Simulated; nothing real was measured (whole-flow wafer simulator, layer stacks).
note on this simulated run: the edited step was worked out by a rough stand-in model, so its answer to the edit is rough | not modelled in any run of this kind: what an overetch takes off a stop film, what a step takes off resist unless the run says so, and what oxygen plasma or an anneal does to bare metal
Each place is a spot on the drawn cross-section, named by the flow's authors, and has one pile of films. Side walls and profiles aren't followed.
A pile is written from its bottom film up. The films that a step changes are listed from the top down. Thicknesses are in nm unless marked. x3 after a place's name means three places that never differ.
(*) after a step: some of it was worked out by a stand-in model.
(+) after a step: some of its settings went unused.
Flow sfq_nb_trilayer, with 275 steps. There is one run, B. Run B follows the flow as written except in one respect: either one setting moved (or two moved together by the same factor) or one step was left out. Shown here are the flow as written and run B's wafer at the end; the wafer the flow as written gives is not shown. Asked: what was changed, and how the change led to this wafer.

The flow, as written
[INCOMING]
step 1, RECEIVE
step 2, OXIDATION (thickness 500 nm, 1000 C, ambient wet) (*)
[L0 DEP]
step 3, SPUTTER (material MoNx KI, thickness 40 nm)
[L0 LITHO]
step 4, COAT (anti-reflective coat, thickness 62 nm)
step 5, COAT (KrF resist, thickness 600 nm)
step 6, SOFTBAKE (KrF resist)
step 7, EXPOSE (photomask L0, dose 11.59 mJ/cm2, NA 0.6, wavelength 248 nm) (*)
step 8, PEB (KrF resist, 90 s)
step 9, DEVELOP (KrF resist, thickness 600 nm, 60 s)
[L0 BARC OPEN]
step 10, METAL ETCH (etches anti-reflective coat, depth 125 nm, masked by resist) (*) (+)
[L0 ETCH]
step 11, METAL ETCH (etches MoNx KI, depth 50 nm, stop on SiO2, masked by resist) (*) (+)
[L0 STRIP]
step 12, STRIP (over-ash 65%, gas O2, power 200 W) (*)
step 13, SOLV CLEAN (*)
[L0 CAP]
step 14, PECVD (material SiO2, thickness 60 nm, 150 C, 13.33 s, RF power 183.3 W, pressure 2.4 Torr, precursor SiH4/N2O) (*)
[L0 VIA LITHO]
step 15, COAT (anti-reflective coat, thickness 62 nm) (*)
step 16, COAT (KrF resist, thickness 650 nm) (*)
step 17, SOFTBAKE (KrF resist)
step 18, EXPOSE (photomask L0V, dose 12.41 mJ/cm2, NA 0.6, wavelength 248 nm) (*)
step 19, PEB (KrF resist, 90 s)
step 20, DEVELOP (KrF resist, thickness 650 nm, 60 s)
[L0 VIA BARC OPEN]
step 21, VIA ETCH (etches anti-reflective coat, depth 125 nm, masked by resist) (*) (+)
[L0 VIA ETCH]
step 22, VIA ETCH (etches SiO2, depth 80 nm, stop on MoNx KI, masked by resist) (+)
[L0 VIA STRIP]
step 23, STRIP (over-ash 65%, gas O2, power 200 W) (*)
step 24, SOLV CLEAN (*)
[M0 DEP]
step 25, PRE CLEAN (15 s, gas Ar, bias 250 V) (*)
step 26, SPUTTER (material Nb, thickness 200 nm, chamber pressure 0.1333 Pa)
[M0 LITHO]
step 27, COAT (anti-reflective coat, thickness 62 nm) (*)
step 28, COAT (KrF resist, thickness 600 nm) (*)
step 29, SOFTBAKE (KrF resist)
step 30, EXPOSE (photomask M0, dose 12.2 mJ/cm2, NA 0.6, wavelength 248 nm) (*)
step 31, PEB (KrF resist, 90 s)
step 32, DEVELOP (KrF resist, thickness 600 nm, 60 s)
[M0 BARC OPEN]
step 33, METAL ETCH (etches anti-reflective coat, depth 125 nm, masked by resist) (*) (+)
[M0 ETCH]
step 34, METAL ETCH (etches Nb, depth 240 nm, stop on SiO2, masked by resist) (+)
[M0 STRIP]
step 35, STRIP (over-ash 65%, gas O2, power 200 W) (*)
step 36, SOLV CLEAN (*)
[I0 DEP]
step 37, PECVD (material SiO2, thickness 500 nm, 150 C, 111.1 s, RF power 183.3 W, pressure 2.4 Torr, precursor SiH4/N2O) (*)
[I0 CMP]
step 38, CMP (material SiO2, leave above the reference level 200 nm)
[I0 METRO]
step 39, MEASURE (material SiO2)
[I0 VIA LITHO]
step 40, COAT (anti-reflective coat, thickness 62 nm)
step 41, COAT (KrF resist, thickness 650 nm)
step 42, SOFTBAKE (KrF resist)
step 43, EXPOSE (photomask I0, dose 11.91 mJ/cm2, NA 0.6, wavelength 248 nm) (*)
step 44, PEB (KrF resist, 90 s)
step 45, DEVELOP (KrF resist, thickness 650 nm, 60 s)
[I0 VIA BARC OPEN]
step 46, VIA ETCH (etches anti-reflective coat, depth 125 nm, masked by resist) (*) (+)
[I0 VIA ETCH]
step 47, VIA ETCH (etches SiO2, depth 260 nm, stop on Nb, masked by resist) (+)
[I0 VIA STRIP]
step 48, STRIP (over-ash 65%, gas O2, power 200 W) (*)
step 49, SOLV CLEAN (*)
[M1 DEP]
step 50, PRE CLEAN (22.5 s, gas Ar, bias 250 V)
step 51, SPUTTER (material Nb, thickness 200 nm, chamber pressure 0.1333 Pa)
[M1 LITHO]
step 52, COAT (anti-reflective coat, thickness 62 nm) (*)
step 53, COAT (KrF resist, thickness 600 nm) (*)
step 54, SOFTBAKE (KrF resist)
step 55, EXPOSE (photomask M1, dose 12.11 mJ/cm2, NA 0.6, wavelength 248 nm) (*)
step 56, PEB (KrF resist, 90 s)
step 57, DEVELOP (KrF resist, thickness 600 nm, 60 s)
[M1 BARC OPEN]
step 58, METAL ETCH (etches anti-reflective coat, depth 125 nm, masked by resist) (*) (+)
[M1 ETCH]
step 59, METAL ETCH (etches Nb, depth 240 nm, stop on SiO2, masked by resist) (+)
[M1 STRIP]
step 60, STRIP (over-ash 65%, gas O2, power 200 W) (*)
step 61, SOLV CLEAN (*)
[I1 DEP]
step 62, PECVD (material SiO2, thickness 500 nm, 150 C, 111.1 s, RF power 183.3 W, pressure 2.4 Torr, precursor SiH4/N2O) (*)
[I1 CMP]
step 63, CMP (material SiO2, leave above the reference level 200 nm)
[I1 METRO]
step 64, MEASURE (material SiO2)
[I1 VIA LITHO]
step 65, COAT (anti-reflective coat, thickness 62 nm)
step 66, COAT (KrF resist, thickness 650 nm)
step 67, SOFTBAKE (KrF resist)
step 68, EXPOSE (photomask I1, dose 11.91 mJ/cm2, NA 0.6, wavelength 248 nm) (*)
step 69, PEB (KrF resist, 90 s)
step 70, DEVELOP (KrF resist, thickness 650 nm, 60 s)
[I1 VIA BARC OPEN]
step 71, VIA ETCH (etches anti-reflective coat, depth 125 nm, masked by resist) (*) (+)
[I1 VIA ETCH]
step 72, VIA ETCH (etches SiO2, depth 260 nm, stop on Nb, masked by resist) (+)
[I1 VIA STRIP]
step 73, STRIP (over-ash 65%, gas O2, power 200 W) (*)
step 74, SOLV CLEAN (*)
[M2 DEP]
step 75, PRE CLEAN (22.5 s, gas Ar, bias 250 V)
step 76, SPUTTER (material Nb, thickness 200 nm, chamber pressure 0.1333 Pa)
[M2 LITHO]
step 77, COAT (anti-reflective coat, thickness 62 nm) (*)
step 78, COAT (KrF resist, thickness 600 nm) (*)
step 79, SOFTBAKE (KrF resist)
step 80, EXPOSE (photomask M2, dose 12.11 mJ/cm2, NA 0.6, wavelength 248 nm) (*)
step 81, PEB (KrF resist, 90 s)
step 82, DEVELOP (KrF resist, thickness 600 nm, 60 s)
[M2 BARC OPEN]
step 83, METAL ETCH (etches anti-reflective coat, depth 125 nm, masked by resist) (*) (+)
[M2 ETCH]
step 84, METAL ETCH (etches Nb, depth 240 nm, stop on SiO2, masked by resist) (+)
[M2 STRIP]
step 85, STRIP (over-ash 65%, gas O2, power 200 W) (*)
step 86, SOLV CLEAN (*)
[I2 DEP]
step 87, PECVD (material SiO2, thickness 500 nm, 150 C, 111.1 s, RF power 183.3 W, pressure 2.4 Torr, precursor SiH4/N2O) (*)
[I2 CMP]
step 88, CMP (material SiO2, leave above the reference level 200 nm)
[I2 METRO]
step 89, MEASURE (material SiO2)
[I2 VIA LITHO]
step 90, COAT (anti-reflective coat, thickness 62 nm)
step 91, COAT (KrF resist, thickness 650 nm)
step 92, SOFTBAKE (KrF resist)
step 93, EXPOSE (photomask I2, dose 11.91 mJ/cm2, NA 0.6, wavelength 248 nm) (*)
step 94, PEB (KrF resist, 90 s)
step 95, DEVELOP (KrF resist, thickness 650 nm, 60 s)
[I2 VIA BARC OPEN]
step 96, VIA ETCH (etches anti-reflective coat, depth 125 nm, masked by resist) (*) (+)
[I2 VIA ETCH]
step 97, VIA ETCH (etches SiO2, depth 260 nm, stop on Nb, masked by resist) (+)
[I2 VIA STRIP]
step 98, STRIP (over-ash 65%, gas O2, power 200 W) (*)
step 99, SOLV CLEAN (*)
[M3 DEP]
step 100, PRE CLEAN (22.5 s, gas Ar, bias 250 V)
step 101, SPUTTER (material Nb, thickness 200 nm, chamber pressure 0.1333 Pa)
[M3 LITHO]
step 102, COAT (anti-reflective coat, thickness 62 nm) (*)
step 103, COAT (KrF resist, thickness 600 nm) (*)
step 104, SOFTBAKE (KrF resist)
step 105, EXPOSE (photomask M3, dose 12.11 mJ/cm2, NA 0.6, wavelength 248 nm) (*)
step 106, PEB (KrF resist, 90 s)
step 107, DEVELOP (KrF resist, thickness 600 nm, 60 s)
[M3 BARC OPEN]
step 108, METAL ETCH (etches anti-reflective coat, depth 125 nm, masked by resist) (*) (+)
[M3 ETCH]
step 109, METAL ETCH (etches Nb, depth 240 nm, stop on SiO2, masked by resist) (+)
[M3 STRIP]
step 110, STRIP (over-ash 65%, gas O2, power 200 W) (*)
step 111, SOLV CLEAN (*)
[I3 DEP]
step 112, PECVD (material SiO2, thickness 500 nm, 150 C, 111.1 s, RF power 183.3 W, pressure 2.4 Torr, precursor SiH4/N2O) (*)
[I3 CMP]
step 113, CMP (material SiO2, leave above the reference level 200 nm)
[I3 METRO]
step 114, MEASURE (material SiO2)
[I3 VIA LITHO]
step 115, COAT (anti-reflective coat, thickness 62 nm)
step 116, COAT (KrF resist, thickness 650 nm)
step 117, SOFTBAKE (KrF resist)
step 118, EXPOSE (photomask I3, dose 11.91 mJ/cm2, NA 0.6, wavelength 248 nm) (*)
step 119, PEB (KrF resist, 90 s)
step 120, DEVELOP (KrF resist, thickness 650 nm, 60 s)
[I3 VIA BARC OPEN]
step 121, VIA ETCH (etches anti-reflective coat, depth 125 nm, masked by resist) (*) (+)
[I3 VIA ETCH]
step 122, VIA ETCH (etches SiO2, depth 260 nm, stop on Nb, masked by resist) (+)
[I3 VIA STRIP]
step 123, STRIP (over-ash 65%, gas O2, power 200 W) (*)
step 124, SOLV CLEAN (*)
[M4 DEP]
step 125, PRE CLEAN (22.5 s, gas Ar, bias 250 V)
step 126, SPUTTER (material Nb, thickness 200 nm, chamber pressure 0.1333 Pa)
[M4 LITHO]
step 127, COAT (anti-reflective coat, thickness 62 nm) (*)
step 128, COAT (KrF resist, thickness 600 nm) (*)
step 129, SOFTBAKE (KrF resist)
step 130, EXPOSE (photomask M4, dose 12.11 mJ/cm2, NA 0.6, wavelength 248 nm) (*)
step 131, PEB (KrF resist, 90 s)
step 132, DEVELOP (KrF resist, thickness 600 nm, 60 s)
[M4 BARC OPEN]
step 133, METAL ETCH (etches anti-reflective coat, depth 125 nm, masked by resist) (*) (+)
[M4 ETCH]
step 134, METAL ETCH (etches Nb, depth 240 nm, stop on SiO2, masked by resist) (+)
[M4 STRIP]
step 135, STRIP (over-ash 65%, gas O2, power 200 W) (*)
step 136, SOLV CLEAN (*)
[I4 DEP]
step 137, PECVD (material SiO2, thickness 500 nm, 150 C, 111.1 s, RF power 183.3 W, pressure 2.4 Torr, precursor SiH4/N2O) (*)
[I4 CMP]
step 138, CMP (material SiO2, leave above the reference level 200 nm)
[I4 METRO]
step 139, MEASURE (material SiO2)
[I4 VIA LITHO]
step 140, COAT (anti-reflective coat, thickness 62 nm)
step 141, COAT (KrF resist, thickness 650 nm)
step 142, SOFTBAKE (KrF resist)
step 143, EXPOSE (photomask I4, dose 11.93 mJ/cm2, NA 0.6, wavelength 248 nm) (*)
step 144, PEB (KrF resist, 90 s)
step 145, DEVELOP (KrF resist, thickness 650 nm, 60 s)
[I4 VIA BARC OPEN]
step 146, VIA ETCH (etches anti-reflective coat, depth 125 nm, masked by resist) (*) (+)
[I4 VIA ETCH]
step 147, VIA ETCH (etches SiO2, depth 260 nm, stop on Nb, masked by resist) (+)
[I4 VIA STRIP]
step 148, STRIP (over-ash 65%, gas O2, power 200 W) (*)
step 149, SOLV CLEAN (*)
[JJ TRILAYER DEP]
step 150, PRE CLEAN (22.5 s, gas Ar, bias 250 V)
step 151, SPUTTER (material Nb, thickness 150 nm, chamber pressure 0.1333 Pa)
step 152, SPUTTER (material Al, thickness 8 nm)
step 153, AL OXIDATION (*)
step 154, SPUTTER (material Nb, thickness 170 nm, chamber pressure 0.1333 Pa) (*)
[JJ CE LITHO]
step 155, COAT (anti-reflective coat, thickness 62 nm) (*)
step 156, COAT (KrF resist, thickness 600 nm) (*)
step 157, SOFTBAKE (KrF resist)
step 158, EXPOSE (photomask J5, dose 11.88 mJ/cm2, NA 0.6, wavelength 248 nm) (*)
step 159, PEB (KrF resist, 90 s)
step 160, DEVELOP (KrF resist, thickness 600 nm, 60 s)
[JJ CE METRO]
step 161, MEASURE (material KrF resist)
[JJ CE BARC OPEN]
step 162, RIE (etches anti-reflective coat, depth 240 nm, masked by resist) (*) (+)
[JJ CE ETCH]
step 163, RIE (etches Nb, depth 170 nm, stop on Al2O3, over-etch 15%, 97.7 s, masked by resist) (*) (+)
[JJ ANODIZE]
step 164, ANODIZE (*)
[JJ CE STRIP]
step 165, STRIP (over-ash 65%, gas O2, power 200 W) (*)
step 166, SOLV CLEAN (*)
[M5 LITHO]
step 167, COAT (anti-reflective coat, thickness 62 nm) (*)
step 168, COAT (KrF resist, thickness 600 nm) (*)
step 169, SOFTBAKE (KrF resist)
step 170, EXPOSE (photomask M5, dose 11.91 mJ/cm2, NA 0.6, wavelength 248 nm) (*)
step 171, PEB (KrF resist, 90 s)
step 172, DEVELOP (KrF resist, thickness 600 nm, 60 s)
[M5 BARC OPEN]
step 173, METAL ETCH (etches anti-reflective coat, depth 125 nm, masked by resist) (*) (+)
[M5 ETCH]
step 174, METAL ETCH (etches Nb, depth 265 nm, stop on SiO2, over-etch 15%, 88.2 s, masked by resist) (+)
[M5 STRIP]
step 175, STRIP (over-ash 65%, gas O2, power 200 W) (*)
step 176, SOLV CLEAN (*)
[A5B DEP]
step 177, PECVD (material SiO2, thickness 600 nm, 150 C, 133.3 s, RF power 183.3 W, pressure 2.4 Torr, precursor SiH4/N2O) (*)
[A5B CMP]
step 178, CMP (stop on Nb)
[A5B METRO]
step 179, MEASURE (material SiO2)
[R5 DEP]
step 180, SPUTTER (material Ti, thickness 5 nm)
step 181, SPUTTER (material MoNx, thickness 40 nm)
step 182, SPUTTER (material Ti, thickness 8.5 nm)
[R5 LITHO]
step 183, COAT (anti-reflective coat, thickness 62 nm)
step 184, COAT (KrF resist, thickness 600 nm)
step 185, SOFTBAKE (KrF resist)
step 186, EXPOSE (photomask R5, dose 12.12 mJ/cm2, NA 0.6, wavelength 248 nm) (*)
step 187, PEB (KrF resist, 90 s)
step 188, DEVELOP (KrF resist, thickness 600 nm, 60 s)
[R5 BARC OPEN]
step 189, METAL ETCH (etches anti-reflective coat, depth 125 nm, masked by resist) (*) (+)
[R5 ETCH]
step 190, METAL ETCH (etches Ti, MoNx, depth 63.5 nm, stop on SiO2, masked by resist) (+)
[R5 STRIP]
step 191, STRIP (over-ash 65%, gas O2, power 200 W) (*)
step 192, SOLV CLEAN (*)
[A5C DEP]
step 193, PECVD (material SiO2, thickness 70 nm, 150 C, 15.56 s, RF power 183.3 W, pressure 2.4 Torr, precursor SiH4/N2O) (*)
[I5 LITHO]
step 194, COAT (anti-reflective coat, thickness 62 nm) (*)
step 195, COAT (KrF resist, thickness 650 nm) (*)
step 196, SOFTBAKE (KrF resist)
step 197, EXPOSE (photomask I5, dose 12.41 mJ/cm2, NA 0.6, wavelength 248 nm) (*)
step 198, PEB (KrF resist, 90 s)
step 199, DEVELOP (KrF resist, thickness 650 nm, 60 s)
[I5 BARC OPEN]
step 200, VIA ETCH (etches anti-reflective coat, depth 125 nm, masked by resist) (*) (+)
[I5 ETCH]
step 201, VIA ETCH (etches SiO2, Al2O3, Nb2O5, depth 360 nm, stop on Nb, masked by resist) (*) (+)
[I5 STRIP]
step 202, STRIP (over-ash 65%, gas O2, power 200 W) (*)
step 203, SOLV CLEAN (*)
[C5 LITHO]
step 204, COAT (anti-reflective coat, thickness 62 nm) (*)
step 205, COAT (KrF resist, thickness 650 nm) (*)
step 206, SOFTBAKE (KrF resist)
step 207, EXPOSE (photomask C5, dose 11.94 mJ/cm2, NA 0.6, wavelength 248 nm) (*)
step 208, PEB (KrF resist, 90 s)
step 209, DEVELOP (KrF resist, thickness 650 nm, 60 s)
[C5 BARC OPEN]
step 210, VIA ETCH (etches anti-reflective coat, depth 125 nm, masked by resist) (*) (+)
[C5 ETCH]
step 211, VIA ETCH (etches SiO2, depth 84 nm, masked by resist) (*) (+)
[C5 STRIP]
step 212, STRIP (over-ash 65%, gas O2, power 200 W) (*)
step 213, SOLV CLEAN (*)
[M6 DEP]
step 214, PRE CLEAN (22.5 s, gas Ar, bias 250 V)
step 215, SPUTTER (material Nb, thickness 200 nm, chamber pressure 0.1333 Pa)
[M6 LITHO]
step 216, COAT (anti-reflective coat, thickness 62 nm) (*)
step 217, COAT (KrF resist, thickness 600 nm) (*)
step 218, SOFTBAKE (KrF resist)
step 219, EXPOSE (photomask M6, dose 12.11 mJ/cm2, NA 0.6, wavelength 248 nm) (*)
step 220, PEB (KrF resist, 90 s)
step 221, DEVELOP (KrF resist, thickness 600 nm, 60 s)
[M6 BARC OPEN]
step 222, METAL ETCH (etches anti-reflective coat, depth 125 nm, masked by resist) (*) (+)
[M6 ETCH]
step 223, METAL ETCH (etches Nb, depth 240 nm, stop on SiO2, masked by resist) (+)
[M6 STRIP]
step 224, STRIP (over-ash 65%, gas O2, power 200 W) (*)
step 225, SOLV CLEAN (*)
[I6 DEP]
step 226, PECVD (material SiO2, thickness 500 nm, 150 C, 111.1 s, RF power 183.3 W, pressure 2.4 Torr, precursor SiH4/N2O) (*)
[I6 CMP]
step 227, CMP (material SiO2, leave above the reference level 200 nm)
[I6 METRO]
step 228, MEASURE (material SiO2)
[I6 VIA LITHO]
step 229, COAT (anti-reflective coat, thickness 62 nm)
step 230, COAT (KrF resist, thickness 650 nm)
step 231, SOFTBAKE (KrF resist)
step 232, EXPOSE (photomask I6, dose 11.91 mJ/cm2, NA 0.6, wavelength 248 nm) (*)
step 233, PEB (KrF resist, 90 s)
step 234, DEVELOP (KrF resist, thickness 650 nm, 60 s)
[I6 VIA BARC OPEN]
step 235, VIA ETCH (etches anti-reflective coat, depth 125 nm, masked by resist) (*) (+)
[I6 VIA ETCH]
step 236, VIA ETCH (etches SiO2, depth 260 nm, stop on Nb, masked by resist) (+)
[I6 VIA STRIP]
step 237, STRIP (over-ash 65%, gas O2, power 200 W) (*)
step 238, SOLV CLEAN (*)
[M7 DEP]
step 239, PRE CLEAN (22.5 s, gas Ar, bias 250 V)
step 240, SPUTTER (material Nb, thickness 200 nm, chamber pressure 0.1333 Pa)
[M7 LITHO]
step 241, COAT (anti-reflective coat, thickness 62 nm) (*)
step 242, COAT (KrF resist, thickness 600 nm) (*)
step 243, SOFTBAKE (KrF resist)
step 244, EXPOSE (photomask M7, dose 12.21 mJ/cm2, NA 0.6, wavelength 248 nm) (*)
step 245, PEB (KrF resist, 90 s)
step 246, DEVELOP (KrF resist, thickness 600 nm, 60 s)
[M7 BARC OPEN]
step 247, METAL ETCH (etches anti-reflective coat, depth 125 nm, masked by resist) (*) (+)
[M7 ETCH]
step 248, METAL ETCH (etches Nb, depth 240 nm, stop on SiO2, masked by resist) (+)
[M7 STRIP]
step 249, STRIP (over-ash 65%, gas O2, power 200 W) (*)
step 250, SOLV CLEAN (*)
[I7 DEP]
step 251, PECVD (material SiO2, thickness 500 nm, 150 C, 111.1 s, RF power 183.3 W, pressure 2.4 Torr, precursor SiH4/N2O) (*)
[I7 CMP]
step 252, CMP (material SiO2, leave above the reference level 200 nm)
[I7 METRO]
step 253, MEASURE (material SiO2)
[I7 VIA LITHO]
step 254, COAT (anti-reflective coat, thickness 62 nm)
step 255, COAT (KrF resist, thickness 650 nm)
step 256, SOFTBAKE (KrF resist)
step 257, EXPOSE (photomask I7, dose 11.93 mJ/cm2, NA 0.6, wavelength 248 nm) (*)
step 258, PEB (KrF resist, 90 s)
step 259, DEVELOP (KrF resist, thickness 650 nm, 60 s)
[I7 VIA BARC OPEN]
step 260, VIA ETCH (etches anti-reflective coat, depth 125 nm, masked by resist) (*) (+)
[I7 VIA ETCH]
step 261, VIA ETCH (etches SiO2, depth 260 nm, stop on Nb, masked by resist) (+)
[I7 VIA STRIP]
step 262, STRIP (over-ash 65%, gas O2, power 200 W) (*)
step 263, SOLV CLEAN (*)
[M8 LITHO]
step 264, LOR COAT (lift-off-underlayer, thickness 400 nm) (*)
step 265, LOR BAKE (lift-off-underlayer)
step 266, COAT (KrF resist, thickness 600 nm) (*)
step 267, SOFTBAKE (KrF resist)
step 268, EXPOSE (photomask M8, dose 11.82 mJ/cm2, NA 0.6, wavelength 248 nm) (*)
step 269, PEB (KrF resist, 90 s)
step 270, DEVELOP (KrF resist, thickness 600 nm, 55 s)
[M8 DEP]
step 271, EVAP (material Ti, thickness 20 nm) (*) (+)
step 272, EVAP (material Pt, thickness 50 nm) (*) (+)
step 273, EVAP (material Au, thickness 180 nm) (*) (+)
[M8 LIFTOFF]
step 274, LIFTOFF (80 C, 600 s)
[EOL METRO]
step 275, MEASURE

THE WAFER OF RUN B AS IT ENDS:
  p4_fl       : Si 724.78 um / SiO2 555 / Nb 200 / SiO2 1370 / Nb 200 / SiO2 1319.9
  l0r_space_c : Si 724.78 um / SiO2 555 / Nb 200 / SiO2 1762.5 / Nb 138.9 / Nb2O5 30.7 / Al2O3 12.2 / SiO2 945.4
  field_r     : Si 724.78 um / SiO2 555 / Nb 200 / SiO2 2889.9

The reason: step 154, SPUTTER: thickness 114 nm was run, though the flow has thickness 170 nm.

The path from the change to this, step by step:
  step 154, SPUTTER (material Nb, thickness 170 nm, chamber pressure 0.1333 Pa) (*)
      field_l, v_sur, via_sp and 100 more: +114 Nb (new film) (in the flow as written it would be: +170 Nb (new film))
      via_wl, via_wr: +94.2 Nb (new film) (in the flow as written it would be: +140.7 Nb (new film))
      (as well as at 1 more place)
  step 155, COAT (anti-reflective coat, thickness 62 nm) (*)
      via_wl, via_wr: +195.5 anti-reflective coat (new film) (in the flow as written it would be: +209.4 anti-reflective coat (new film))
      via_w: +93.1 anti-reflective coat (new film) (in the flow as written it would be: +97.4 anti-reflective coat (new film))
  step 162, RIE (etches anti-reflective coat, depth 240 nm, masked by resist) (*) (+)
      ce_l, c5j, ce_r, wl_jj: -195.5 KrF resist (in the flow as written it would be: -209.4 KrF resist)
      via_wl, via_wr: -195.5 anti-reflective coat (all of it) (in the flow as written it would be: -209.4 anti-reflective coat (all of it))
      (as well as at 1 more place)
  step 163, RIE (etches Nb, depth 170 nm, stop on Al2O3, over-etch 15%, 97.7 s, masked by resist) (*) (+)
      field_l, v_sur, via_sp and 96 more: -114 Nb (all of it), -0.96 Al2O3 (all of it) (in the flow as written it would be: -170 Nb (all of it), -0.51 Al2O3)
      via_wl, via_wr: -94.2 Nb (all of it), -0.96 Al2O3 (all of it) (in the flow as written it would be: -140.7 Nb (all of it), -0.96 Al2O3 (all of it))
      (as well as at 1 more place)
  step 164, ANODIZE (*)
      field_l, v_sur, via_sp and 96 more: +12.2 Al2O3 (new film), +30.7 Nb2O5 (new film), -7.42 Al (all of it), -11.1 Nb (in the flow as written it would be: +12.2 Al2O3, +29.9 Nb2O5 (new film), -7.42 Al (all of it), -10.8 Nb)
  step 165, STRIP (over-ash 65%, gas O2, power 200 W) (*)
      c5j, ce_r: -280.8 KrF resist (all of it), -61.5 anti-reflective coat (all of it) (in the flow as written it would be: -266.9 KrF resist (all of it), -61.5 anti-reflective coat (all of it))
      ce_l: -280.7 KrF resist (all of it), -61.4 anti-reflective coat (all of it) (in the flow as written it would be: -266.8 KrF resist (all of it), -61.4 anti-reflective coat (all of it))
      (as well as at 1 more place)
  step 167, COAT (anti-reflective coat, thickness 62 nm) (*)
      wl_j_sl, wl_j_sr: +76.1 anti-reflective coat (new film) (in the flow as written it would be: +83.3 anti-reflective coat (new film))
      gap: +60.6 anti-reflective coat (new film) (in the flow as written it would be: +58.9 anti-reflective coat (new film))
      (as well as at 8 more places)
  step 168, COAT (KrF resist, thickness 600 nm) (*)
      ce_l: +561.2 KrF resist (new film) (in the flow as written it would be: +528.3 KrF resist (new film))
      c5j: +543.4 KrF resist (new film) (in the flow as written it would be: +507.6 KrF resist (new film))
      (as well as at 2 more places)
  step 173, METAL ETCH (etches anti-reflective coat, depth 125 nm, masked by resist) (*) (+)
      wl_a_sl: -61.4 anti-reflective coat (all of it) (in the flow as written it would be: -59.7 anti-reflective coat (all of it), -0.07 Al2O3)
  step 174, METAL ETCH (etches Nb, depth 265 nm, stop on SiO2, over-etch 15%, 88.2 s, masked by resist) (+)
      field_l, r_sur, res and 50 more: -12.2 Al2O3 (all of it), -30.7 Nb2O5 (all of it), -138.9 Nb (all of it), -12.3 SiO2 (in the flow as written it would be: -12.6 Al2O3 (all of it), -29.9 Nb2O5 (all of it), -139.2 Nb (all of it), -12.3 SiO2)
  step 175, STRIP (over-ash 65%, gas O2, power 200 W) (*)
      gap: -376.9 KrF resist (all of it), -60.6 anti-reflective coat (all of it) (in the flow as written it would be: -383.4 KrF resist (all of it), -58.9 anti-reflective coat (all of it))
      jj_sur: -370.9 KrF resist (all of it), -75.3 anti-reflective coat (all of it) (in the flow as written it would be: -374.7 KrF resist (all of it), -82.6 anti-reflective coat (all of it))
      (as well as at 8 more places)
  step 178, CMP (stop on Nb)
      v_sur, via_sp, via_v and 43 more: -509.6 SiO2 (in the flow as written it would be: -453.5 SiO2)
      field_l, p4_fl, p4_fm and 39 more: -315.3 SiO2 (in the flow as written it would be: -259.3 SiO2)
      (as well as at 14 more places)
  step 201, VIA ETCH (etches SiO2, Al2O3, Nb2O5, depth 360 nm, stop on Nb, masked by resist) (*) (+)
      be: -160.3 SiO2 (all of it), -12.2 Al2O3 (all of it), -30.7 Nb2O5 (all of it) (in the flow as written it would be: -216.4 SiO2 (all of it), -12.7 Al2O3 (all of it), -29.9 Nb2O5 (all of it))
  step 204, COAT (anti-reflective coat, thickness 62 nm) (*)
      wire: +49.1 anti-reflective coat (new film) (in the flow as written it would be: +47.4 anti-reflective coat (new film))
      be: +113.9 anti-reflective coat (new film) (in the flow as written it would be: +122.2 anti-reflective coat (new film))
      (as well as at 1 more place)
  step 205, COAT (KrF resist, thickness 650 nm) (*)
      be: +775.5 KrF resist (new film) (in the flow as written it would be: +815.3 KrF resist (new film))
  step 212, STRIP (over-ash 65%, gas O2, power 200 W) (*)
      wire: -558.9 KrF resist (all of it), -49.1 anti-reflective coat (all of it) (in the flow as written it would be: -555.8 KrF resist (all of it), -47.4 anti-reflective coat (all of it))
      be: -688.4 KrF resist (all of it), -113.9 anti-reflective coat (all of it) (in the flow as written it would be: -728.2 KrF resist (all of it), -122.2 anti-reflective coat (all of it))
      (as well as at 1 more place)
  ... 4 further steps ...
  step 226, PECVD (material SiO2, thickness 500 nm, 150 C, 111.1 s, RF power 183.3 W, pressure 2.4 Torr, precursor SiH4/N2O) (*)
      be: +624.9 SiO2 (new film) (in the flow as written it would be: +693.5 SiO2 (new film))
